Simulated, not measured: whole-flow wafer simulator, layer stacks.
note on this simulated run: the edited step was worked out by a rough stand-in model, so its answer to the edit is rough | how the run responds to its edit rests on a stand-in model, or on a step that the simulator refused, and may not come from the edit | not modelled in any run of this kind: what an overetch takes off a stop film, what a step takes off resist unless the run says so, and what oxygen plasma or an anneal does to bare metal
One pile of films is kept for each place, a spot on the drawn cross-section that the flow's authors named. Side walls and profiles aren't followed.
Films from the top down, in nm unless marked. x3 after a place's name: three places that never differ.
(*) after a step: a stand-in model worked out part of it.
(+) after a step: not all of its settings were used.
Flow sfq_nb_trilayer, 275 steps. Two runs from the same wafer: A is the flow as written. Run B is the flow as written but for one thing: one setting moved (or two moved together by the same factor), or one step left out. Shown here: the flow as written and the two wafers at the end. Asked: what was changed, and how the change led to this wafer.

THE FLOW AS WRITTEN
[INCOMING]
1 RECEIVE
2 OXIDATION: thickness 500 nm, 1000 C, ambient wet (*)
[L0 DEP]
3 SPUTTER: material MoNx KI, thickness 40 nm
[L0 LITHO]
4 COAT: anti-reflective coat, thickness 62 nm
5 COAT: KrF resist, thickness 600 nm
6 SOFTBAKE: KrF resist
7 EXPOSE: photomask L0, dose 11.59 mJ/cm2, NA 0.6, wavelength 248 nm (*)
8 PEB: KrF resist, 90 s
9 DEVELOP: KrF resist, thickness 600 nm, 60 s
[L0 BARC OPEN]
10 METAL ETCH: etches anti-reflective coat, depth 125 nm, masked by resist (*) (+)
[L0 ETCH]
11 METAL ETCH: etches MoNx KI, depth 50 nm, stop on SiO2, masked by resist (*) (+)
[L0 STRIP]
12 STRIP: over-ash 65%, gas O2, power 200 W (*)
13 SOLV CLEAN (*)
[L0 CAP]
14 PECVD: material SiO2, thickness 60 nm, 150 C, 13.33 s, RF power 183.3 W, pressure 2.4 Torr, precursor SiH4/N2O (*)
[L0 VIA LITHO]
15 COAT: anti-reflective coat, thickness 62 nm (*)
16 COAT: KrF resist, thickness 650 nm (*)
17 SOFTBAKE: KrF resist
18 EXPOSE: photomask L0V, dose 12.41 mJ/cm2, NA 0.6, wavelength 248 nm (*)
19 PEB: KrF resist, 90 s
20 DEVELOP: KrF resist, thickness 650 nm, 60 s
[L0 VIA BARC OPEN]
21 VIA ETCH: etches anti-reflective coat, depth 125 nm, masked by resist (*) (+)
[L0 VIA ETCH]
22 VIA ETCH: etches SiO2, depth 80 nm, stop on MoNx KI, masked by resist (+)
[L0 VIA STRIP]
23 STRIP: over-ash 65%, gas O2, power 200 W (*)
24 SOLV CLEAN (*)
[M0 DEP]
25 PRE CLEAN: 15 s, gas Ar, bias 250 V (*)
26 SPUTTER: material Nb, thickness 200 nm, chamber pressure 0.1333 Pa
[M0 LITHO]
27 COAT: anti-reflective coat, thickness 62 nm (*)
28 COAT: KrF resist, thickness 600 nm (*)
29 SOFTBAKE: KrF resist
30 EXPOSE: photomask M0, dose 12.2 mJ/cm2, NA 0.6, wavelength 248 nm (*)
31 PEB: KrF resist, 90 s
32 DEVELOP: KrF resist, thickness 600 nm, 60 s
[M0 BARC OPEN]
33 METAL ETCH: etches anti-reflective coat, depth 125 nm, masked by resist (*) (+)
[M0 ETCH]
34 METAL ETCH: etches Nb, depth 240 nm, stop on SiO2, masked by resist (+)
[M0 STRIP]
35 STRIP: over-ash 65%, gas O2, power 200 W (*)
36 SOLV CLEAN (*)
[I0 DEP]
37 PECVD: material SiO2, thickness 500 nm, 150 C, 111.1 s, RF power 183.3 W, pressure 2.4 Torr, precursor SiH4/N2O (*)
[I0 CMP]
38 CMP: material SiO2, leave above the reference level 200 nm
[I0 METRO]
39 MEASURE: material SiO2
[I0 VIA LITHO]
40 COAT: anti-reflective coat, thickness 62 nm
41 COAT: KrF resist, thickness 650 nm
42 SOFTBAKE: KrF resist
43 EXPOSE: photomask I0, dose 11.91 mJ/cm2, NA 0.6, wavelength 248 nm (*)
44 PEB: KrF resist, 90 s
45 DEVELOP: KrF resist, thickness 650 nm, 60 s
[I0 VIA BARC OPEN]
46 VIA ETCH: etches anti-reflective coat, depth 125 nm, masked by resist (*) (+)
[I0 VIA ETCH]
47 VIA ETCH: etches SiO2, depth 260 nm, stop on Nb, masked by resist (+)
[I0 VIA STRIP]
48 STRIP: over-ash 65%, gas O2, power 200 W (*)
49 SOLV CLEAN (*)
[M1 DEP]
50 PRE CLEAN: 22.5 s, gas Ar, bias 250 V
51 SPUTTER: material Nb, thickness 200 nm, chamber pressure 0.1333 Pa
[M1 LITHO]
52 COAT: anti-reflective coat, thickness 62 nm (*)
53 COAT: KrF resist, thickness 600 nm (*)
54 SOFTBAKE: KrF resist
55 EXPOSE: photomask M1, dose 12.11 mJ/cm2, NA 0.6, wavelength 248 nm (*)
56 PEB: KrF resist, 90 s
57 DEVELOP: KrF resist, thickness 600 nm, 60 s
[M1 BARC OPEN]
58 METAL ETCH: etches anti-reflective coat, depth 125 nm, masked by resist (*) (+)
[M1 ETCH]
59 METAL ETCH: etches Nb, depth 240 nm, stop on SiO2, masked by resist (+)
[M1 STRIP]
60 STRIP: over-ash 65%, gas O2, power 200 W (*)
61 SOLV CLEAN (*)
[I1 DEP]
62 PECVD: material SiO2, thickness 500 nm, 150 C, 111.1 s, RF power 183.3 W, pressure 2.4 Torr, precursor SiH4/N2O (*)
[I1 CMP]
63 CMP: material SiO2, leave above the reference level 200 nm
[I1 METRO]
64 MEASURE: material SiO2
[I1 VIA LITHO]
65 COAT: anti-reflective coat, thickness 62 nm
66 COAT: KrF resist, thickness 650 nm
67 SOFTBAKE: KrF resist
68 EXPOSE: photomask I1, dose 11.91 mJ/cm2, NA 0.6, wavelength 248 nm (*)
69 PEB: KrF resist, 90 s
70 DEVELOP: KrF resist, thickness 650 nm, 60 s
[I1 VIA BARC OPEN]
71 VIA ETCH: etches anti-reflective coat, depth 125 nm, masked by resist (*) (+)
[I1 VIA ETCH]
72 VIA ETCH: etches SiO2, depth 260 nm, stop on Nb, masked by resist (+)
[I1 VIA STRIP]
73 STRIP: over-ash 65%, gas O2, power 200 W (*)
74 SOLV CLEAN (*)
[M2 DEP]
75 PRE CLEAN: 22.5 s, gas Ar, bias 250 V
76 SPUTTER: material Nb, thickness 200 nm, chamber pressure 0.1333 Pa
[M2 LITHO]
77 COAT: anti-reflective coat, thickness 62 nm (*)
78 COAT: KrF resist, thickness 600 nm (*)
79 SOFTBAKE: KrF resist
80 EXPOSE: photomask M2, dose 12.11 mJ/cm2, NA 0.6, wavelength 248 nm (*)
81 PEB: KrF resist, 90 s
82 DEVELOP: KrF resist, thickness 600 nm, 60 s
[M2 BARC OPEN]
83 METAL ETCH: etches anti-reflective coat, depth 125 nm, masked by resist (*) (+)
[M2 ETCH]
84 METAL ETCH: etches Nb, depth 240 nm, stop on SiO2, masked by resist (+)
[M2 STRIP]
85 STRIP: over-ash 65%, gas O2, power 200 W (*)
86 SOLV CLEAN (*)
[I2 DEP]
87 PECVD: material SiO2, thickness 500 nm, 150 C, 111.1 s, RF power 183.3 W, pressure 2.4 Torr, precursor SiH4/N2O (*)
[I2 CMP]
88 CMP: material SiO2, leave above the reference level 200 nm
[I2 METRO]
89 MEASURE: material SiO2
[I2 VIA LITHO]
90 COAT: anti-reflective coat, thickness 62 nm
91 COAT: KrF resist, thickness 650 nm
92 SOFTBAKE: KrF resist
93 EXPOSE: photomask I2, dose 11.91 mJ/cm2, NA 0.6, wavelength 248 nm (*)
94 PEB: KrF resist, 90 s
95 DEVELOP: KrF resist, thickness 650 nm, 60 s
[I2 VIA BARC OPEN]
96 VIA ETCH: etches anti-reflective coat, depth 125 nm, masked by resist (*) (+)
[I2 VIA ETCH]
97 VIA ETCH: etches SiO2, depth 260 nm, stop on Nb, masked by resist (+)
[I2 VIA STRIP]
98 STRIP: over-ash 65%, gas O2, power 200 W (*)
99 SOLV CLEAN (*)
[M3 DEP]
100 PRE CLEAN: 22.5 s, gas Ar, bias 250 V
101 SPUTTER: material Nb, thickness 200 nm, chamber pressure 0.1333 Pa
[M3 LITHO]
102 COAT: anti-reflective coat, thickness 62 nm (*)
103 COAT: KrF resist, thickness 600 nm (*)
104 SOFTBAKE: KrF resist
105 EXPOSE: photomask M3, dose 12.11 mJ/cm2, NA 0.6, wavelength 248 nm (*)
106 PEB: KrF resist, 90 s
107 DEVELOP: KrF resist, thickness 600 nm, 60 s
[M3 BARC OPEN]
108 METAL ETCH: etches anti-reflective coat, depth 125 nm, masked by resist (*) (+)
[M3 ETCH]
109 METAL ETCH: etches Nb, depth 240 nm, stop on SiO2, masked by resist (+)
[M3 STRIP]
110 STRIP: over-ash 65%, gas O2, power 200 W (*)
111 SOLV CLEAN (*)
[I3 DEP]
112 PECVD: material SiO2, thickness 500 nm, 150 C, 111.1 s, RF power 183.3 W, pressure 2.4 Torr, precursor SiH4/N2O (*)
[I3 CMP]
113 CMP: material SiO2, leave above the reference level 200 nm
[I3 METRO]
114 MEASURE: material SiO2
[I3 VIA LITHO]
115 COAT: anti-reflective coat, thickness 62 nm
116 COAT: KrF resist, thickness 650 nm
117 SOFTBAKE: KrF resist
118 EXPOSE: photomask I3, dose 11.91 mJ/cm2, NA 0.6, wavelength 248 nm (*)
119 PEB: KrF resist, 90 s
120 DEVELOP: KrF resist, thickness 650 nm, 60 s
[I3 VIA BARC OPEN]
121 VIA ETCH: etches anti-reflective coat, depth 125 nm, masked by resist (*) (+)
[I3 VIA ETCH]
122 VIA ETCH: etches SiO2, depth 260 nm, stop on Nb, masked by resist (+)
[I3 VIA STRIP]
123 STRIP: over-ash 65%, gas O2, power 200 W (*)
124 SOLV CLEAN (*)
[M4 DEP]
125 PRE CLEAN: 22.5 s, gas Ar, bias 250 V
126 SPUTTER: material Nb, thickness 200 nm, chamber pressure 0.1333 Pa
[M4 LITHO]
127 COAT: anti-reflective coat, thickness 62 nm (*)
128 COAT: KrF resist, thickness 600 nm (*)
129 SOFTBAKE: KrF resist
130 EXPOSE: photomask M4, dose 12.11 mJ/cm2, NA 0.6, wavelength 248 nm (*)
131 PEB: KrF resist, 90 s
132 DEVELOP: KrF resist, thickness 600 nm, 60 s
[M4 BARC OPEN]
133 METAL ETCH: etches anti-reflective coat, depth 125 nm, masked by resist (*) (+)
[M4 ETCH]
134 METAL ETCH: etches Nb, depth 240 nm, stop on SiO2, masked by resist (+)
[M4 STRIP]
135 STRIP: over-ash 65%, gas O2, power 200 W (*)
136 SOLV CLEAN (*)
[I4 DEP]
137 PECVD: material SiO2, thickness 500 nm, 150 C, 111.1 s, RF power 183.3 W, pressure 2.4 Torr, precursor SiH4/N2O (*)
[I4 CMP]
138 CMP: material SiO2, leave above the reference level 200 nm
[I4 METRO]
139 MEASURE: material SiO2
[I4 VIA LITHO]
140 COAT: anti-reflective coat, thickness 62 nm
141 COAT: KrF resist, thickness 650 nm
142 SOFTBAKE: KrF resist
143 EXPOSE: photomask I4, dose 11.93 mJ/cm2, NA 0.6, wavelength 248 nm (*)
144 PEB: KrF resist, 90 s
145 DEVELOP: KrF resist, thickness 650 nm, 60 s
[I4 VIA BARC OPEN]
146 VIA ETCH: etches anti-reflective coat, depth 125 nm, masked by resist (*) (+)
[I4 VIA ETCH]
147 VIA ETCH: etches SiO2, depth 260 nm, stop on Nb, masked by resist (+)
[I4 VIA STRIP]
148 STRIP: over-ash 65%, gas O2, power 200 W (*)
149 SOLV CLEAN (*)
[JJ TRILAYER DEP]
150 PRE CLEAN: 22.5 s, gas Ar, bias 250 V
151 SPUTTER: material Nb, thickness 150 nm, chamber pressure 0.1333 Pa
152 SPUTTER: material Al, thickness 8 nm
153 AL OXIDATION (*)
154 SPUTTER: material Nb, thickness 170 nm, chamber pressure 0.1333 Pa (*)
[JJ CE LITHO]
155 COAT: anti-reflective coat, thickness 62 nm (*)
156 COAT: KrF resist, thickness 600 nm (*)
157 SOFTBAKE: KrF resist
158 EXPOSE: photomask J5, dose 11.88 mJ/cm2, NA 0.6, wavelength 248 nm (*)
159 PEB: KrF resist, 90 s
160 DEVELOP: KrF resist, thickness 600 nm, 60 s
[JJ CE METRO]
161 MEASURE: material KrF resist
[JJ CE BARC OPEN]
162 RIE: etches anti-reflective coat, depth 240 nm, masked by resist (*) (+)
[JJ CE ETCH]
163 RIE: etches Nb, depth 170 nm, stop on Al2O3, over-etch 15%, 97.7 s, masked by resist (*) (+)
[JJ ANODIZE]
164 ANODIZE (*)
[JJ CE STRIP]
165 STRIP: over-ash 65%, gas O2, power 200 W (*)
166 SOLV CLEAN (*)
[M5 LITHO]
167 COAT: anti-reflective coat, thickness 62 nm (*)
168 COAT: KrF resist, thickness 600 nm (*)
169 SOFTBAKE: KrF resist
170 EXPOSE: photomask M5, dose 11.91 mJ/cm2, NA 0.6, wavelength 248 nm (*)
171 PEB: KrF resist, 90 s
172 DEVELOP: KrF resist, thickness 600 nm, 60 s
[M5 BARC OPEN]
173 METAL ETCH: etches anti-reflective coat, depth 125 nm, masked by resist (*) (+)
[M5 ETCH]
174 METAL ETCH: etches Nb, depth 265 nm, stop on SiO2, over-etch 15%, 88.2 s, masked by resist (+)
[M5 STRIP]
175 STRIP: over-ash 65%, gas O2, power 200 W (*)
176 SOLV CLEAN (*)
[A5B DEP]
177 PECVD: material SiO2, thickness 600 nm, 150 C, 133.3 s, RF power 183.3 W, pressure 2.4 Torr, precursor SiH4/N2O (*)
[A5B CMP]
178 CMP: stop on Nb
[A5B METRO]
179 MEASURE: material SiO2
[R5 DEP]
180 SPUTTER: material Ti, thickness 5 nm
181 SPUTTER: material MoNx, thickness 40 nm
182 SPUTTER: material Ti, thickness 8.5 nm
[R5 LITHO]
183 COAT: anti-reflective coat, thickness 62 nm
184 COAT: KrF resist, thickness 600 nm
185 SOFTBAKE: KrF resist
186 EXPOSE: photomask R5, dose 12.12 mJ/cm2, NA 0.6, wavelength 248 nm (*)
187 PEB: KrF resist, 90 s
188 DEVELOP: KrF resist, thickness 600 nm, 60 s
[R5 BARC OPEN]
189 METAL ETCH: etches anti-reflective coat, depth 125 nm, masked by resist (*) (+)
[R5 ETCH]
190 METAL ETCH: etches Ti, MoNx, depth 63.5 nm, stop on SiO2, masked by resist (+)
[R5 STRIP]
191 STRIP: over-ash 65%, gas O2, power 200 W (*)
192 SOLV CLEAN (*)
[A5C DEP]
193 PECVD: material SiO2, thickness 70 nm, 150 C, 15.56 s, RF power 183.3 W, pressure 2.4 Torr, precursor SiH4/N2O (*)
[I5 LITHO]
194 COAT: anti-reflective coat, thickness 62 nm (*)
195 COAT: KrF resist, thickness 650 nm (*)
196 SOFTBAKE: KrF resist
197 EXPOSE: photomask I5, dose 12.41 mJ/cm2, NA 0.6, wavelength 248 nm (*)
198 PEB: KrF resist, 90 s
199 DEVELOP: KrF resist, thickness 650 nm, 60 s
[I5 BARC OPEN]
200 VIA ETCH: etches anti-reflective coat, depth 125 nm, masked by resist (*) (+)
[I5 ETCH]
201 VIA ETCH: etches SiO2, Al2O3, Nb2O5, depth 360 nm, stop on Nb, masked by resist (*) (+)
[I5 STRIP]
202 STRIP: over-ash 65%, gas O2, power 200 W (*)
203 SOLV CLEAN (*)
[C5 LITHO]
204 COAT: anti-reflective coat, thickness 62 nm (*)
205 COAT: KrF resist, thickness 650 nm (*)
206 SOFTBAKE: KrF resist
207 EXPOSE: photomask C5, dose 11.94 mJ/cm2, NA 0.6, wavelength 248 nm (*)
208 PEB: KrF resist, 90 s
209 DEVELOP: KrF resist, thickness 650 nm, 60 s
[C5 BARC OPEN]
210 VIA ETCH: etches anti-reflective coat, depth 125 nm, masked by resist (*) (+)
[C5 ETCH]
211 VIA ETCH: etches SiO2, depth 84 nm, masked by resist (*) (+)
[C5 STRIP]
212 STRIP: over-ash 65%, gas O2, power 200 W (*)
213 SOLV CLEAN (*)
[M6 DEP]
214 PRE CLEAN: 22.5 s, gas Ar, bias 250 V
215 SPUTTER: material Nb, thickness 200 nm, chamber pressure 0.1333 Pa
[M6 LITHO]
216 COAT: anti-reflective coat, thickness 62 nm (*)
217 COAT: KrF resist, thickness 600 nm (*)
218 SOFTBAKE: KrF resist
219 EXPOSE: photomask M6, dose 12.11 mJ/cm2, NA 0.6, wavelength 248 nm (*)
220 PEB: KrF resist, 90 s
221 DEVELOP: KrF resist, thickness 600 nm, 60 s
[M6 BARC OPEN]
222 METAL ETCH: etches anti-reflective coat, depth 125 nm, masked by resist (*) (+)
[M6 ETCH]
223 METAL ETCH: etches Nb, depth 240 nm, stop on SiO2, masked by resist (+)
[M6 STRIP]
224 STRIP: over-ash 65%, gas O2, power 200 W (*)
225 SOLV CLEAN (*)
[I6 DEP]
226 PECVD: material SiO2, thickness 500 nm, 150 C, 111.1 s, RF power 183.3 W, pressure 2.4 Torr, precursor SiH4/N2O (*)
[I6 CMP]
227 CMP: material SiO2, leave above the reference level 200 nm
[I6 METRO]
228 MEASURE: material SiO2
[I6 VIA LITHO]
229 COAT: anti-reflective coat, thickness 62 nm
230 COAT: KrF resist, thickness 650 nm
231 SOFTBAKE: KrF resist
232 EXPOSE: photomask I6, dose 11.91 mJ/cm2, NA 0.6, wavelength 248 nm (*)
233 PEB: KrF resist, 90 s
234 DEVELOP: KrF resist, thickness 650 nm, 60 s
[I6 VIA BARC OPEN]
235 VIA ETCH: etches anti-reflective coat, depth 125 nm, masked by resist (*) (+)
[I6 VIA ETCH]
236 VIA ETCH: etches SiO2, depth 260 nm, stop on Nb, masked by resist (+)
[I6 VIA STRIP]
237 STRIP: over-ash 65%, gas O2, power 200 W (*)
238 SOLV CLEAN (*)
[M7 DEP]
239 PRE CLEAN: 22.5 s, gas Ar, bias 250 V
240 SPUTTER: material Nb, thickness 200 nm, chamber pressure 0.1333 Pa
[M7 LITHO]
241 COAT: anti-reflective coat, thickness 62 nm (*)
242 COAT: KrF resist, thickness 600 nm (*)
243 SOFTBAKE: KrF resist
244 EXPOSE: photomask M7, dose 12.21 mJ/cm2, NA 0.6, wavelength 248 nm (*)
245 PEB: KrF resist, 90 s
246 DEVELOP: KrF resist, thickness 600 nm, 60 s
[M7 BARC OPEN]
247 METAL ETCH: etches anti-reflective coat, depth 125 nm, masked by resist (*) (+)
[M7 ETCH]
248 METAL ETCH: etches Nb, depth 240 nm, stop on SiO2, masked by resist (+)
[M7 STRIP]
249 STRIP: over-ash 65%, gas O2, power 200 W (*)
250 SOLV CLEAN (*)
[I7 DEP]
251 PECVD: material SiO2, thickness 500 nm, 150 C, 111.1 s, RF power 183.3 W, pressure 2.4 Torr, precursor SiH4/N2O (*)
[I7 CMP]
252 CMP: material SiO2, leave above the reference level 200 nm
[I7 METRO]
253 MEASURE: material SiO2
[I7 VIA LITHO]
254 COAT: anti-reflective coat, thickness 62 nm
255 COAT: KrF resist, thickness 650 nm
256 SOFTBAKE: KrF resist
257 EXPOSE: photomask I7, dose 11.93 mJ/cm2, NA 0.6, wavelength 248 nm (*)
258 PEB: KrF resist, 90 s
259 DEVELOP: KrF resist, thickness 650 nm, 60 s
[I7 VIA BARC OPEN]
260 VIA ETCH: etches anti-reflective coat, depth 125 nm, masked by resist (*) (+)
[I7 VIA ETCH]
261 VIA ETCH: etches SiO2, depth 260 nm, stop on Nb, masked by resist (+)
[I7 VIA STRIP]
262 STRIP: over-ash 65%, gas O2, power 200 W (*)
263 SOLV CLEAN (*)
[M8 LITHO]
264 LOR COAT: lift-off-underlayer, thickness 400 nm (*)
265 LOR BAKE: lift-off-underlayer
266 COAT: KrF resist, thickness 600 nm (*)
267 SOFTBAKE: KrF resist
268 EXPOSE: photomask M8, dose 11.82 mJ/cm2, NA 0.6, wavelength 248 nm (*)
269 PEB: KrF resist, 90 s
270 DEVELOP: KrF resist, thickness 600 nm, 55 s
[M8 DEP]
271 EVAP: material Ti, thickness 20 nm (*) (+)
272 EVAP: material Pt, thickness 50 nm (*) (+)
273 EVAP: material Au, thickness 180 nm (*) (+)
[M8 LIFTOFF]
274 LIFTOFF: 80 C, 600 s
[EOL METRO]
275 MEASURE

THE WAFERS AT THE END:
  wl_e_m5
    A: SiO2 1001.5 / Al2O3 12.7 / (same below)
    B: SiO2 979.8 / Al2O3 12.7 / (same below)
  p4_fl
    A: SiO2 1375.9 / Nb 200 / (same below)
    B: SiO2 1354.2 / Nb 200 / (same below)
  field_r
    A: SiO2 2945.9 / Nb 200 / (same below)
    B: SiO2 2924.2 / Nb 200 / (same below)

The cause: step 193, PECVD: thickness 48.3 nm was run, where the flow has thickness 70 nm; step 193, PECVD: 10.73 s was run, where the flow has 15.56 s.

How the change led to this, step by step:
  193 PECVD: material SiO2, thickness 70 nm, 150 C, 15.56 s, RF power 183.3 W, pressure 2.4 Torr, precursor SiH4/N2O (*)
      field_l, v_sur, via_wl and 92 more: A SiO2 +70 | B SiO2 +48.3
      ce_l, c5j, ce_r and 8 more: A SiO2 +70 (new film) | B SiO2 +48.3 (new film)
  201 VIA ETCH: etches SiO2, Al2O3, Nb2O5, depth 360 nm, stop on Nb, masked by resist (*) (+)
      be: A SiO2 -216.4 (all of it), Al2O3 -12.7 (all of it), Nb2O5 -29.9 (all of it) | B SiO2 -194.7 (all of it), Al2O3 -12.7 (all of it), Nb2O5 -29.9 (all of it)
  204 COAT: anti-reflective coat, thickness 62 nm (*)
      be: A anti-reflective coat +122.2 (new film) | B anti-reflective coat +118.9 (new film)
  211 VIA ETCH: etches SiO2, depth 84 nm, masked by resist (*) (+)
      field_l, v_sur, via_wl and 101 more: A KrF resist -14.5 | B KrF resist -12.5
      c5j: A SiO2 -69.9 (all of it), Nb -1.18 | B SiO2 -48.2 (all of it), Nb -2
      (and at 1 more place)
  212 STRIP: over-ash 65%, gas O2, power 200 W (*)
      be: A KrF resist -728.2 (all of it), anti-reflective coat -122.2 (all of it) | B KrF resist -714.7 (all of it), anti-reflective coat -118.9 (all of it)
  215 SPUTTER: material Nb, thickness 200 nm, chamber pressure 0.1333 Pa
      be: A Nb +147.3 | B Nb +152.3
      c5j: A Nb +188.4 | B Nb +194.5
      (and at 1 more place)
  216 COAT: anti-reflective coat, thickness 62 nm (*)
      be: A anti-reflective coat +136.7 (new film) | B anti-reflective coat +132.4 (new film)
      ce_l: A anti-reflective coat +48 (new film) | B anti-reflective coat +53.5 (new film)
      (and at 5 more places)
  217 COAT: KrF resist, thickness 600 nm (*)
      be: A KrF resist +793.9 (new film) | B KrF resist +775.5 (new film)
  224 STRIP: over-ash 65%, gas O2, power 200 W (*)
      be: A KrF resist -575.8 (all of it), anti-reflective coat -136.7 (all of it) | B KrF resist -557.5 (all of it), anti-reflective coat -132.4 (all of it)
      ce_l: A KrF resist -397.1 (all of it), anti-reflective coat -48 (all of it) | B KrF resist -394.2 (all of it), anti-reflective coat -53.5 (all of it)
      (and at 5 more places)
  226 PECVD: material SiO2, thickness 500 nm, 150 C, 111.1 s, RF power 183.3 W, pressure 2.4 Torr, precursor SiH4/N2O (*)
      be: A SiO2 +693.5 (new film) | B SiO2 +666.8 (new film)
      c5j: A SiO2 +514.7 (new film) | B SiO2 +500 (new film)
  227 CMP: material SiO2, leave above the reference level 200 nm
      c5j: A SiO2 -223 | B SiO2 -235.3
      res: A SiO2 -279.4 | B SiO2 -305.3
